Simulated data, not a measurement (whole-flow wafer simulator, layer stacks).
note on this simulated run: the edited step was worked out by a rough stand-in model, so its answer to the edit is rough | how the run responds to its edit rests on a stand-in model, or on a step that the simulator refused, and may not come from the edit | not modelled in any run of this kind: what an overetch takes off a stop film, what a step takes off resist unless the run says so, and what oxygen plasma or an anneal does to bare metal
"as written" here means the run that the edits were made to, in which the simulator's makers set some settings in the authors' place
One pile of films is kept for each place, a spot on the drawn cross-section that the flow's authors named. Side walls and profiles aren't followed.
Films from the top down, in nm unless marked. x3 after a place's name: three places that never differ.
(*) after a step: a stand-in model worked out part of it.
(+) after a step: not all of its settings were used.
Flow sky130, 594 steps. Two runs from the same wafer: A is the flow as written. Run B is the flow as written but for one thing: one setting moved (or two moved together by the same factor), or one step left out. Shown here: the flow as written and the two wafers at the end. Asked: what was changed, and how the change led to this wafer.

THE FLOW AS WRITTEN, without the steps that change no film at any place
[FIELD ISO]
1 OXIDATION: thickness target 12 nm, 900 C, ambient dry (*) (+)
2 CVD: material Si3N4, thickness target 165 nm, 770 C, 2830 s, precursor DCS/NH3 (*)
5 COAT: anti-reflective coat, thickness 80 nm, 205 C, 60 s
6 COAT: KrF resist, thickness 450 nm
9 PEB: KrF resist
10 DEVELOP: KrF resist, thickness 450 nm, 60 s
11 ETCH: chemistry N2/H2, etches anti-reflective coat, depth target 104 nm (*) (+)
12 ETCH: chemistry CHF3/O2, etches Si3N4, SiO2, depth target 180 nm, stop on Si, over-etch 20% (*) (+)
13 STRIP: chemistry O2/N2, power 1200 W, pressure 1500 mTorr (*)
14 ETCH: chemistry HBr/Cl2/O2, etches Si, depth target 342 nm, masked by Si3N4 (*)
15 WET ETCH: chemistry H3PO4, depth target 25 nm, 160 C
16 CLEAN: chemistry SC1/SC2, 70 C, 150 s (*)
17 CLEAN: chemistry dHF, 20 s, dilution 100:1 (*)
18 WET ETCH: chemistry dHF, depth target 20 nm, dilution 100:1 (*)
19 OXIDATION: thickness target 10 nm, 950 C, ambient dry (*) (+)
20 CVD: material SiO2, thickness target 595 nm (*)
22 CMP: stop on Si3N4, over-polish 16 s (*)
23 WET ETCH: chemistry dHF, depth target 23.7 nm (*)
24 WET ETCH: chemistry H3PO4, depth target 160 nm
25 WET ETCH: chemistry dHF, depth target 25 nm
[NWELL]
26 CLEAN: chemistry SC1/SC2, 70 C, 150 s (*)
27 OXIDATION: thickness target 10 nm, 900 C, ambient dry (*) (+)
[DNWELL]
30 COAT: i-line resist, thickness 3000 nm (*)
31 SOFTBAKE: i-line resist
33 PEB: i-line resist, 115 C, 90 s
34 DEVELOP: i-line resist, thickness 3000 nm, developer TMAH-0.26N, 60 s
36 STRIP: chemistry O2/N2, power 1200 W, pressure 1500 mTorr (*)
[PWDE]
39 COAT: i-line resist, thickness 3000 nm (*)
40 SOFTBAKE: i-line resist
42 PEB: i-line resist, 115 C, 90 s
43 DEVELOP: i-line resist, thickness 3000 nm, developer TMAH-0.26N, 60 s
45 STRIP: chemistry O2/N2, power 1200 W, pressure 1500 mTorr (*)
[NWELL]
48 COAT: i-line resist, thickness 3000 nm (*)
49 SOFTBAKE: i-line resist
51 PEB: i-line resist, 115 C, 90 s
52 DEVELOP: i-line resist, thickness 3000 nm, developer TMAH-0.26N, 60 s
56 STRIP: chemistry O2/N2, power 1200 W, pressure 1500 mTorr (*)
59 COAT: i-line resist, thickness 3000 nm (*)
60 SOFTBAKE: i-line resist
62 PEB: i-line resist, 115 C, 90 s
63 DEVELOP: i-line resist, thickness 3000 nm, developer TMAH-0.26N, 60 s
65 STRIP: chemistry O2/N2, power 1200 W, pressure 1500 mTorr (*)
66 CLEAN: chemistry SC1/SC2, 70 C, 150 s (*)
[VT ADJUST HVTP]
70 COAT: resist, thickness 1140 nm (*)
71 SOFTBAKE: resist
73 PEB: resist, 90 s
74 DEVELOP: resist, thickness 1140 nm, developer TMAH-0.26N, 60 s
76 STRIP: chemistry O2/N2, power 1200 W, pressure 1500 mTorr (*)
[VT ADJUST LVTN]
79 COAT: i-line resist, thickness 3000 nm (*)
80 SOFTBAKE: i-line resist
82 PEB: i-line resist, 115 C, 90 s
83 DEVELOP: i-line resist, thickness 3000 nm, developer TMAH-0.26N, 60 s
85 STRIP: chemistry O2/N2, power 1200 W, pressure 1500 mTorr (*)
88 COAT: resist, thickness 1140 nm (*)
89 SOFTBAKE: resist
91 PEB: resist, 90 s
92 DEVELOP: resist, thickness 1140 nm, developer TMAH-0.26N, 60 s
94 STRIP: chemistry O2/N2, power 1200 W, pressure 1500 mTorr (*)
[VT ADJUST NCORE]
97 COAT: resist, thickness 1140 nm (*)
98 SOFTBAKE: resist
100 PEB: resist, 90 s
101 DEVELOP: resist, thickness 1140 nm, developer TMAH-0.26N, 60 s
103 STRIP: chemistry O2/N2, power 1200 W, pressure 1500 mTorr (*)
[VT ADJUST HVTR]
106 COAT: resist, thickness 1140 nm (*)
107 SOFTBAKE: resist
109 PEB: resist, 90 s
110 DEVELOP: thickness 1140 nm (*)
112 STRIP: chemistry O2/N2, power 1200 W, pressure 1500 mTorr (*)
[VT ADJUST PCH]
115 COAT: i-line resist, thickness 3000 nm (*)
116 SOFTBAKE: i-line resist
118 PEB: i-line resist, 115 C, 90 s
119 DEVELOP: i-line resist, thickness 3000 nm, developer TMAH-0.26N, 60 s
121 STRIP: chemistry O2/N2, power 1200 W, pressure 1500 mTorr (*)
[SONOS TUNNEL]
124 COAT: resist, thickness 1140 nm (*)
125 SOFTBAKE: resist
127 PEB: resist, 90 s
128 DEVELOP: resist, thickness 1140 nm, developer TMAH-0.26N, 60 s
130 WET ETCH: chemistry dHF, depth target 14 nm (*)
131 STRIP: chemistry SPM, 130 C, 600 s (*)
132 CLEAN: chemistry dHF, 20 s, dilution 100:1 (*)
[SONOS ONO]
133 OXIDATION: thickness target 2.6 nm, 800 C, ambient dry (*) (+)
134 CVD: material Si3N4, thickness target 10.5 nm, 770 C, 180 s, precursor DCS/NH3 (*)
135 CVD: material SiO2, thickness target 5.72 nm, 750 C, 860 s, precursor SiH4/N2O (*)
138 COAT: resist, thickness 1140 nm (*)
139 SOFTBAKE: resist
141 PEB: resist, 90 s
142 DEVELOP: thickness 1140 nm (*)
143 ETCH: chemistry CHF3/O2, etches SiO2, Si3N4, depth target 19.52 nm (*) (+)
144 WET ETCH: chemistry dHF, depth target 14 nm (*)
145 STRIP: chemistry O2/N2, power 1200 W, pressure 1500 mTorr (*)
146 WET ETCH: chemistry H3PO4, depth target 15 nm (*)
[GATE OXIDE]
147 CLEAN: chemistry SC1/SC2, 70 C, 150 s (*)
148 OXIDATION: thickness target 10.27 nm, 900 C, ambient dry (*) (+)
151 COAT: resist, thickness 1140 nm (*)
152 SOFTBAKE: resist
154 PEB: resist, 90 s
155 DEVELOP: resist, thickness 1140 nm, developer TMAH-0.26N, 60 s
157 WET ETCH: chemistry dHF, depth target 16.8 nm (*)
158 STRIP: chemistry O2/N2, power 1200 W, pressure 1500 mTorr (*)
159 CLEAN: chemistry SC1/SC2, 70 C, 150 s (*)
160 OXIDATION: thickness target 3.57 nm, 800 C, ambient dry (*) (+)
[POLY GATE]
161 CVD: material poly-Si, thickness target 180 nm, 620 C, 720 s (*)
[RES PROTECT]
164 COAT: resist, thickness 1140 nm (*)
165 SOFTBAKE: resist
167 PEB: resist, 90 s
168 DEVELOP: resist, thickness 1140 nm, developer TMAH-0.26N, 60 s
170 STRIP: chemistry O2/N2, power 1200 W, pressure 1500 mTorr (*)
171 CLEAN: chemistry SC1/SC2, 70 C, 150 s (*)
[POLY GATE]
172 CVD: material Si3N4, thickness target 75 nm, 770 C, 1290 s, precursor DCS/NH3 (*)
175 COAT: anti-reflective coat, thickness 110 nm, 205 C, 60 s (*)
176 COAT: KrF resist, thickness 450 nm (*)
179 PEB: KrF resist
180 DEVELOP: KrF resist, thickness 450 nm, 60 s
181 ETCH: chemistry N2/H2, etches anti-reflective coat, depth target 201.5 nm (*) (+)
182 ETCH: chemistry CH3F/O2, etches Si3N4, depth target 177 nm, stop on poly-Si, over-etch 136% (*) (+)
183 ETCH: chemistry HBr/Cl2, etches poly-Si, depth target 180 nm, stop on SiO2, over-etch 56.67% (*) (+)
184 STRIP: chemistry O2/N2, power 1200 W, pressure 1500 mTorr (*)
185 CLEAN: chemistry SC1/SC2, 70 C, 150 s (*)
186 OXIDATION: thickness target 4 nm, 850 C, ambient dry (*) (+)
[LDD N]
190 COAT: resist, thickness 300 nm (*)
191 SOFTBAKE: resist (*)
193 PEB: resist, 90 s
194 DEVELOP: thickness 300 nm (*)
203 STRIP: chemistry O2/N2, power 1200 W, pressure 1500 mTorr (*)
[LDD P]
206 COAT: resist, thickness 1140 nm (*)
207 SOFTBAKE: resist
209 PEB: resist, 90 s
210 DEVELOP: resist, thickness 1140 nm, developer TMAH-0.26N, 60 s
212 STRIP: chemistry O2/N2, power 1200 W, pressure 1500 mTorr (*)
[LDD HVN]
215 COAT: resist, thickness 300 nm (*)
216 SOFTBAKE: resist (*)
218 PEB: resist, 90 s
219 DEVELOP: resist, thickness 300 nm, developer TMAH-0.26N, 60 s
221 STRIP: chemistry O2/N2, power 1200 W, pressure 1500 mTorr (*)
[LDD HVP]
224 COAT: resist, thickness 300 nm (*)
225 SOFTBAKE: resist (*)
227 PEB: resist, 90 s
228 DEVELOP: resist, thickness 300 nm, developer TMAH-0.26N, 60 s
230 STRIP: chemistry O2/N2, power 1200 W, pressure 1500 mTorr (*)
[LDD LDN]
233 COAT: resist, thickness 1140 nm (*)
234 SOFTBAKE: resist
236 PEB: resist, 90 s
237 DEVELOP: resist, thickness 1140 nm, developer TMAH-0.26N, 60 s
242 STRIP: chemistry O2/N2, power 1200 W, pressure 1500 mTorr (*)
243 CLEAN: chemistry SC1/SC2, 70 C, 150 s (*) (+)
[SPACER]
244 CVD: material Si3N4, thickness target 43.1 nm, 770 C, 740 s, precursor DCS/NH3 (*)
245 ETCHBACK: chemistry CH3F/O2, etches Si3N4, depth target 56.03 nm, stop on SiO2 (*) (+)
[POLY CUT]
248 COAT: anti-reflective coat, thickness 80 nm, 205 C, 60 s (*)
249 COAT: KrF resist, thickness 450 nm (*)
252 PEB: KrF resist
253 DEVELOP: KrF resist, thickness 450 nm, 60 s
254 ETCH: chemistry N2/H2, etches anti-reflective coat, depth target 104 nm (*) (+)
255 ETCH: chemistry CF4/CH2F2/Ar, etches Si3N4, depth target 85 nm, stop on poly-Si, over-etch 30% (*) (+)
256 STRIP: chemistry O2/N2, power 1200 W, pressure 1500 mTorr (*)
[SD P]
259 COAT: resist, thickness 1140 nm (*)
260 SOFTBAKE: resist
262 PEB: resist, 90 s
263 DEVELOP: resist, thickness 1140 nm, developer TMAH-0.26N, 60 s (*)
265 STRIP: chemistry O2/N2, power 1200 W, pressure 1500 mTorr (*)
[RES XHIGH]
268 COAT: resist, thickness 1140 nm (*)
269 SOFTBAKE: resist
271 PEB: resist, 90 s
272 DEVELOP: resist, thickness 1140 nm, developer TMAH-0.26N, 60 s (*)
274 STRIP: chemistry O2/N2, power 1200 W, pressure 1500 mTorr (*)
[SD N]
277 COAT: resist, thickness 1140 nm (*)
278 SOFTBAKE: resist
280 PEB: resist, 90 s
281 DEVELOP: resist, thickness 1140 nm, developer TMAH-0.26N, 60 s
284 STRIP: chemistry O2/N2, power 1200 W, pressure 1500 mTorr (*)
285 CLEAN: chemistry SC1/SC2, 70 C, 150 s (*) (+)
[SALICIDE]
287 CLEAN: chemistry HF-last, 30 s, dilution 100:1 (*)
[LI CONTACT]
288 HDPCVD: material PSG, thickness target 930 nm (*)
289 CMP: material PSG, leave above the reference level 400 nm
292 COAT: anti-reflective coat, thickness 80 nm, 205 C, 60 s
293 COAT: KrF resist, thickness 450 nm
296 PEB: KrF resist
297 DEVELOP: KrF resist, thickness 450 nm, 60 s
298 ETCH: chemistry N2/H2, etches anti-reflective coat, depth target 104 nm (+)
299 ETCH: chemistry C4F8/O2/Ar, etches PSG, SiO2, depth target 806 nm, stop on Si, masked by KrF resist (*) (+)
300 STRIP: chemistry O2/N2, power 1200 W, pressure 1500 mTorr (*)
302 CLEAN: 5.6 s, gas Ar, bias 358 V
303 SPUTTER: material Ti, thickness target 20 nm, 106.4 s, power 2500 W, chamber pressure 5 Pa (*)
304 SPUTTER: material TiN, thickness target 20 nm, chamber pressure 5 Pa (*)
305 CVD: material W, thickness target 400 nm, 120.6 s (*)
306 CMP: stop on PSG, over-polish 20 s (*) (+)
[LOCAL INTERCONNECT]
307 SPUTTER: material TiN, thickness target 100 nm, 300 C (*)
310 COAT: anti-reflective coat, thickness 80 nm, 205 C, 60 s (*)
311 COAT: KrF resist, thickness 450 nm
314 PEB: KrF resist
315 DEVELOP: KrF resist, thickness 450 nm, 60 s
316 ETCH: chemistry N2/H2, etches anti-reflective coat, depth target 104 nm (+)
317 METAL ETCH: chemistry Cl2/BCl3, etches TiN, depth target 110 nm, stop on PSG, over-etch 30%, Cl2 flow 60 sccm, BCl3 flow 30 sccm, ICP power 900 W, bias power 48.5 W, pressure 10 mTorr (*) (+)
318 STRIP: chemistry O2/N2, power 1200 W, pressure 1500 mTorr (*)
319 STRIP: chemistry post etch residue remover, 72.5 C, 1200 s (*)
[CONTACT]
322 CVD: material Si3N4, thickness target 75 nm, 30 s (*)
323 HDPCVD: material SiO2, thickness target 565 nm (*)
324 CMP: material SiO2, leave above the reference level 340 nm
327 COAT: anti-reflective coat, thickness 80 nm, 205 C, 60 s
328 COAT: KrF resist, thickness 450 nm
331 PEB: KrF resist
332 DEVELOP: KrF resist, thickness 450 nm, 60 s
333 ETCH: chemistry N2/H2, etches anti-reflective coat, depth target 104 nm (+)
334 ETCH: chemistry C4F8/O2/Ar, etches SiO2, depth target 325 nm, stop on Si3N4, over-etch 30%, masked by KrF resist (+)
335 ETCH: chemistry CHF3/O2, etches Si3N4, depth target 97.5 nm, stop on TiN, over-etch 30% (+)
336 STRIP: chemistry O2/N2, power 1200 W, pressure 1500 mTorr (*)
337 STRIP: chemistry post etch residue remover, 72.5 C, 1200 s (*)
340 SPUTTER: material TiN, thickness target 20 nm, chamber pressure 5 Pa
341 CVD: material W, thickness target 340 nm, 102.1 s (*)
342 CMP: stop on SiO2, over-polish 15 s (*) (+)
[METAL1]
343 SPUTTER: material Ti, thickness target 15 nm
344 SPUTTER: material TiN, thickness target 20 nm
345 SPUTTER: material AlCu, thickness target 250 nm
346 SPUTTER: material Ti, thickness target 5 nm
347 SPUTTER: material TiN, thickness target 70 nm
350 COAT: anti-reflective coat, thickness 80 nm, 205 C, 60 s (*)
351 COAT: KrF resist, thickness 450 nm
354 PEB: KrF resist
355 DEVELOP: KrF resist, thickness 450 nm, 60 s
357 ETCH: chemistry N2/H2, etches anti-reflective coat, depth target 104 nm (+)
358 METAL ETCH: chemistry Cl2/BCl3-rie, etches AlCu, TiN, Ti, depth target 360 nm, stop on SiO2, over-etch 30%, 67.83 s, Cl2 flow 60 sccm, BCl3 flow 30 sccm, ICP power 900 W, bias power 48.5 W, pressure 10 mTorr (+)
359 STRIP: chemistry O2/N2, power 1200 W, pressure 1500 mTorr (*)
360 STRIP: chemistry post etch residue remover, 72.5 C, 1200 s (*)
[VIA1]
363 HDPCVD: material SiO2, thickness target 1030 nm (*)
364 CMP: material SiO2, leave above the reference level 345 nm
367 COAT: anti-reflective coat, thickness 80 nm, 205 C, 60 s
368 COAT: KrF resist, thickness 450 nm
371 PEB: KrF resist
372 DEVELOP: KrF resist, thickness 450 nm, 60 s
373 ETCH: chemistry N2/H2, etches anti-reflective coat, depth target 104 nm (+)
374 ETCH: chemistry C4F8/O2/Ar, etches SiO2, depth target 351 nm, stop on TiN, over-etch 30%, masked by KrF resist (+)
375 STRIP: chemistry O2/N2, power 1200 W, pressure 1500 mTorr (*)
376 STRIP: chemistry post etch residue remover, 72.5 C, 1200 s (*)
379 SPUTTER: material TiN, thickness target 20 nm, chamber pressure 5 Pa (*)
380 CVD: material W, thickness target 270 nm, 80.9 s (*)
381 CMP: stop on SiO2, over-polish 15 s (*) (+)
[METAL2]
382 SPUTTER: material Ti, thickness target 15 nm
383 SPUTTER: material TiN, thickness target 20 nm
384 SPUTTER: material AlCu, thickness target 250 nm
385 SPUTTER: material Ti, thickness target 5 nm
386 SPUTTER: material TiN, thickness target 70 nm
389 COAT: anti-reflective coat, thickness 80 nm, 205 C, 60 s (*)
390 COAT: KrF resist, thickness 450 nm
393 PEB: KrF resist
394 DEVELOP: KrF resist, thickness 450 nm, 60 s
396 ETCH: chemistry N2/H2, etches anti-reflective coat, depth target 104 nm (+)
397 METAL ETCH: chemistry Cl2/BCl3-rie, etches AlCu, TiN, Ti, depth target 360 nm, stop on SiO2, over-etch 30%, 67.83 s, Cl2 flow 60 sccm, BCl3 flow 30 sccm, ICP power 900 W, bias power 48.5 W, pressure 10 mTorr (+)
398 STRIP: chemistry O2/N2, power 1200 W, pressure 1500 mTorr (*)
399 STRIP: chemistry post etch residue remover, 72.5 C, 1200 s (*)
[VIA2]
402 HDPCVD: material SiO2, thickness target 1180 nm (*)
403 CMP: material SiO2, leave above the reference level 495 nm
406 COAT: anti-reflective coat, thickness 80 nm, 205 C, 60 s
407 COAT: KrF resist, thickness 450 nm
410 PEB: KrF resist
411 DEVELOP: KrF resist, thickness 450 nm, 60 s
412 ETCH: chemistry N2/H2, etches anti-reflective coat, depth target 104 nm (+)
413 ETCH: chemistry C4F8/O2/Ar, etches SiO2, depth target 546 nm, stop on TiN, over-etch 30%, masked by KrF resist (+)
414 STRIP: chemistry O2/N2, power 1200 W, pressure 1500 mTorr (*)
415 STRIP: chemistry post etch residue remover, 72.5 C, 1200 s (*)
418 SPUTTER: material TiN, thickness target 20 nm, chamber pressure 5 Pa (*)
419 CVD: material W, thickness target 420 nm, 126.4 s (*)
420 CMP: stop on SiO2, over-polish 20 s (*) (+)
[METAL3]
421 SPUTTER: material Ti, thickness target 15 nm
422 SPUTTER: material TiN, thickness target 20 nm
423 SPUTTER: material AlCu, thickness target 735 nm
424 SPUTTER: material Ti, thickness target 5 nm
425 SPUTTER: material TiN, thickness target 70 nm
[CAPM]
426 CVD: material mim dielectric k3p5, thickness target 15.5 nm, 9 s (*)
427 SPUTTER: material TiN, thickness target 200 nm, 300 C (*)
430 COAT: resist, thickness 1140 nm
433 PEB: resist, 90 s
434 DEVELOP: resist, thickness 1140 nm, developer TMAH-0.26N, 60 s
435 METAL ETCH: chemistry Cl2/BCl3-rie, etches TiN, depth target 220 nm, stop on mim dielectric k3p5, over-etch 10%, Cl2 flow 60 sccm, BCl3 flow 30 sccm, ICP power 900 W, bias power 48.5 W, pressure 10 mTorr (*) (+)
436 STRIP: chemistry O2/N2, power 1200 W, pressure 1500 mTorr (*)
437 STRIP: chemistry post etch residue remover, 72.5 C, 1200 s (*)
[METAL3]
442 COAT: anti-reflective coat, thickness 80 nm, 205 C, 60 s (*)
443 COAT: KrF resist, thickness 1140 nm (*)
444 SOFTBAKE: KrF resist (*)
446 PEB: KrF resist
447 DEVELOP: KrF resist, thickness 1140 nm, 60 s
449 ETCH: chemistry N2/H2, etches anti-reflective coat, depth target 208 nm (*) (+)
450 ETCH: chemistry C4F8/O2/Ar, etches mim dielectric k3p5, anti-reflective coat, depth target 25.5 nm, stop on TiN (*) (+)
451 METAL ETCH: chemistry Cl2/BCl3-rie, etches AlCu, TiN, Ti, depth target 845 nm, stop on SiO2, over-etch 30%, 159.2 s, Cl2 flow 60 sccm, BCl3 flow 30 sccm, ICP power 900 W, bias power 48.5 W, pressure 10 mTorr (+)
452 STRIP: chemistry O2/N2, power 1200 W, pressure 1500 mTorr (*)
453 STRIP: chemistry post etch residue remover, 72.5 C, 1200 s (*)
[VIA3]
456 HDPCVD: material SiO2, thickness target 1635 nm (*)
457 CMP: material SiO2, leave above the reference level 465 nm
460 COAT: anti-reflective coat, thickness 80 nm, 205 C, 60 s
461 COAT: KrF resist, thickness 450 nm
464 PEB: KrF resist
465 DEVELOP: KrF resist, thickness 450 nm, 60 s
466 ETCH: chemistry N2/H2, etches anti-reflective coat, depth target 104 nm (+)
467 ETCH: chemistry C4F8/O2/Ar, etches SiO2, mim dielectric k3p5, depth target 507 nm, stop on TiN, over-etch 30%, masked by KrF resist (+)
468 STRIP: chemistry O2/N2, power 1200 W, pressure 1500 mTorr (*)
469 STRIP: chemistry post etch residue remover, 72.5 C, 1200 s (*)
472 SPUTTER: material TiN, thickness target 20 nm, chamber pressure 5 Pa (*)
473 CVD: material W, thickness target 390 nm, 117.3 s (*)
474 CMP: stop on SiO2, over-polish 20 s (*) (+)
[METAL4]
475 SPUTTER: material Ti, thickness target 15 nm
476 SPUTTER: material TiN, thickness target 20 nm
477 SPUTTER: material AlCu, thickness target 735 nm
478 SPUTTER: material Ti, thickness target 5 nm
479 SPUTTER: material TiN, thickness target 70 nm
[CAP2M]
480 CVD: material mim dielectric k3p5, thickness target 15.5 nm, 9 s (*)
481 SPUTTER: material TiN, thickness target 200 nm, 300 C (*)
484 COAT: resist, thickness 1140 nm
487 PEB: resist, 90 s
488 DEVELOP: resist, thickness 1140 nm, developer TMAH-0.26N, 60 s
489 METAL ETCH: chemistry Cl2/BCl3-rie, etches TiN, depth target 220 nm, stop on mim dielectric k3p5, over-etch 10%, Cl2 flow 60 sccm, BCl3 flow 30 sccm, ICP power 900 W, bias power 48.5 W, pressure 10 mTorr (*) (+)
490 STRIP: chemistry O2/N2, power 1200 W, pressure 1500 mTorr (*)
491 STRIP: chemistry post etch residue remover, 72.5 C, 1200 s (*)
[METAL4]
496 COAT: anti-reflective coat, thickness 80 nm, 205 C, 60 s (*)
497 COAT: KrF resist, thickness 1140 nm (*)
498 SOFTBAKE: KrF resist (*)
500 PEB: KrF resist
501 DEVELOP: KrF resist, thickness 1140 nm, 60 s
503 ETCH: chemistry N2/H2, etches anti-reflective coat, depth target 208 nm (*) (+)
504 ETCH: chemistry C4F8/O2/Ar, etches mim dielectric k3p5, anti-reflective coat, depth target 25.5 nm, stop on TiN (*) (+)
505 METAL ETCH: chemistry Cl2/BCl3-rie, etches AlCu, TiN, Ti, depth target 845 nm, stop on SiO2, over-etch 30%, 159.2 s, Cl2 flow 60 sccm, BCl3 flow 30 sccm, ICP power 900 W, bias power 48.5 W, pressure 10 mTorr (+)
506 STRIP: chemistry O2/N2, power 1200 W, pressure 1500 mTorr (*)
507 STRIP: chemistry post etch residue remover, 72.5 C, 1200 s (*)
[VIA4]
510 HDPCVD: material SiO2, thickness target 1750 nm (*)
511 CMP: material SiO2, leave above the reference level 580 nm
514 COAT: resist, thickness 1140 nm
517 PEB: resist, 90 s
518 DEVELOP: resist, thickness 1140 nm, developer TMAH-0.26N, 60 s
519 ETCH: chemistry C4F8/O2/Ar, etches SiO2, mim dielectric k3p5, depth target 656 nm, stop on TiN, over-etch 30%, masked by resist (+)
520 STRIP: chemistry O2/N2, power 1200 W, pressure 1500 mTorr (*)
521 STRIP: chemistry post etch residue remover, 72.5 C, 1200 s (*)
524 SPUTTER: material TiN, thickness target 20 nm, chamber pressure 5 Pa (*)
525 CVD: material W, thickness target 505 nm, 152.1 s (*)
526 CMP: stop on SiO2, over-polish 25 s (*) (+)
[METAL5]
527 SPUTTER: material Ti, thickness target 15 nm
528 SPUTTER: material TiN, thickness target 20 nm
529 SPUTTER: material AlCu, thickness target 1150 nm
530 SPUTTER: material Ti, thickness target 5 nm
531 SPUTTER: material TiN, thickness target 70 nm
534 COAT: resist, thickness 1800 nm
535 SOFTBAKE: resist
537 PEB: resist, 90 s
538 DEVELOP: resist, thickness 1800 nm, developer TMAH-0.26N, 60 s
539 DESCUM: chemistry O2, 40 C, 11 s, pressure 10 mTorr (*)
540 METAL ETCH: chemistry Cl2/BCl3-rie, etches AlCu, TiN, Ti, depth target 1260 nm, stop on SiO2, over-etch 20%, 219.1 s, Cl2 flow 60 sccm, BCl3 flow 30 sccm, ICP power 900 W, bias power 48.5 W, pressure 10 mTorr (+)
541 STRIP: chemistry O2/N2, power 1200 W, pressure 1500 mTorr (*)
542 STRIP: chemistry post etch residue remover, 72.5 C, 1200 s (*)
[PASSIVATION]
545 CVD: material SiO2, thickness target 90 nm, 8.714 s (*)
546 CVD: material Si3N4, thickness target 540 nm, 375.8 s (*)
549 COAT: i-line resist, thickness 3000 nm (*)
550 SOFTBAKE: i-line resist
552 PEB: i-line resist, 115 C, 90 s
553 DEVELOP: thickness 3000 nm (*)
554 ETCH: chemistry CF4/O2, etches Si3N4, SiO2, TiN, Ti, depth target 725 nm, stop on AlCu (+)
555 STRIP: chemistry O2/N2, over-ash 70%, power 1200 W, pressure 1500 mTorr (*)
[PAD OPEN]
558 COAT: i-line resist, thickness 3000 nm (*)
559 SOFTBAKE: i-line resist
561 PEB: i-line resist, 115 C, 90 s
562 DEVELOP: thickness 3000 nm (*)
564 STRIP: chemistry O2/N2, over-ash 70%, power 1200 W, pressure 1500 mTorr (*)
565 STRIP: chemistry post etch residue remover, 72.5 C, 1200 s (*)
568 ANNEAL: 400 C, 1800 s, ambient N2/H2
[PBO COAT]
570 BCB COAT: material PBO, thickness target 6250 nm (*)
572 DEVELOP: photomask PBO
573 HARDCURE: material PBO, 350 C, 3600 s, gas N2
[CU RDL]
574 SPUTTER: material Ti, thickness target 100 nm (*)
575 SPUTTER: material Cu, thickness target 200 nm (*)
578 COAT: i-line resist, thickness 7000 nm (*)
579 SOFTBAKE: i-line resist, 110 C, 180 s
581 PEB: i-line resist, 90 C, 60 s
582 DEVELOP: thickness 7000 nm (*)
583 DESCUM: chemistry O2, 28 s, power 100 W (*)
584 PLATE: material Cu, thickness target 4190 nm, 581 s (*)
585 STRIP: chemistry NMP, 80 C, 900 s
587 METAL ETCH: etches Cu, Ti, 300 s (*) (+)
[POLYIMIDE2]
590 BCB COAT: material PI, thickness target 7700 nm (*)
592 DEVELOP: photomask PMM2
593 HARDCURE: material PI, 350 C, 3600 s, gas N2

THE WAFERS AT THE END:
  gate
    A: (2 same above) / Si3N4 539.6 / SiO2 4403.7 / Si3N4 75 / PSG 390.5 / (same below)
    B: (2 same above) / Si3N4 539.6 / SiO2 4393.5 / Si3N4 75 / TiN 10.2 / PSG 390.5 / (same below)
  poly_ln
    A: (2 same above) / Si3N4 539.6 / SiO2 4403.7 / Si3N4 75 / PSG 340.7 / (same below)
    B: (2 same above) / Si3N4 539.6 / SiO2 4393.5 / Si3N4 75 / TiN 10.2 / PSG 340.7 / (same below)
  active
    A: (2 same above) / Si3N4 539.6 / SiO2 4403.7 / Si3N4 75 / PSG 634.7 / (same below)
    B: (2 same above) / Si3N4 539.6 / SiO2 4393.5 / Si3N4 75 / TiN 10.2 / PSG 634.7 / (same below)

The cause: step 317, METAL ETCH: depth target 88 nm was run, where the flow has depth target 110 nm.

How the change led to this, step by step:
  317 METAL ETCH: chemistry Cl2/BCl3, etches TiN, depth target 110 nm, stop on PSG, over-etch 30%, Cl2 flow 60 sccm, BCl3 flow 30 sccm, ICP power 900 W, bias power 48.5 W, pressure 10 mTorr (*) (+)
      field, active, gate and 88 more: A TiN -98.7 (all of it) | B TiN -88
      n_well, p_well, gate_hv and 97 more: A KrF resist -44 | B KrF resist -35.2
  318 STRIP: chemistry O2/N2, power 1200 W, pressure 1500 mTorr (*)
      n_well, p_well, gate_hv and 93 more: A KrF resist -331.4 (all of it), anti-reflective coat -80 (all of it) | B KrF resist -340.2 (all of it), anti-reflective coat -80 (all of it)
      poly_licon, rpo_hd_licon: A KrF resist -331.5 (all of it), anti-reflective coat -80.4 (all of it) | B KrF resist -340.3 (all of it), anti-reflective coat -80.4 (all of it)
      (and at 2 more places)
  324 CMP: material SiO2, leave above the reference level 340 nm
      field, active, gate and 88 more: A SiO2 -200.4 | B SiO2 -210.7
Counting metal films that touch as one body, gate has 1 body; the flow as written gives 0 bodies.
Counting metal films that touch as one body, poly_ln has 1 body; the flow as written gives 0 bodies.
Counting metal films that touch as one body, active has 1 body; the flow as written gives 0 bodies.
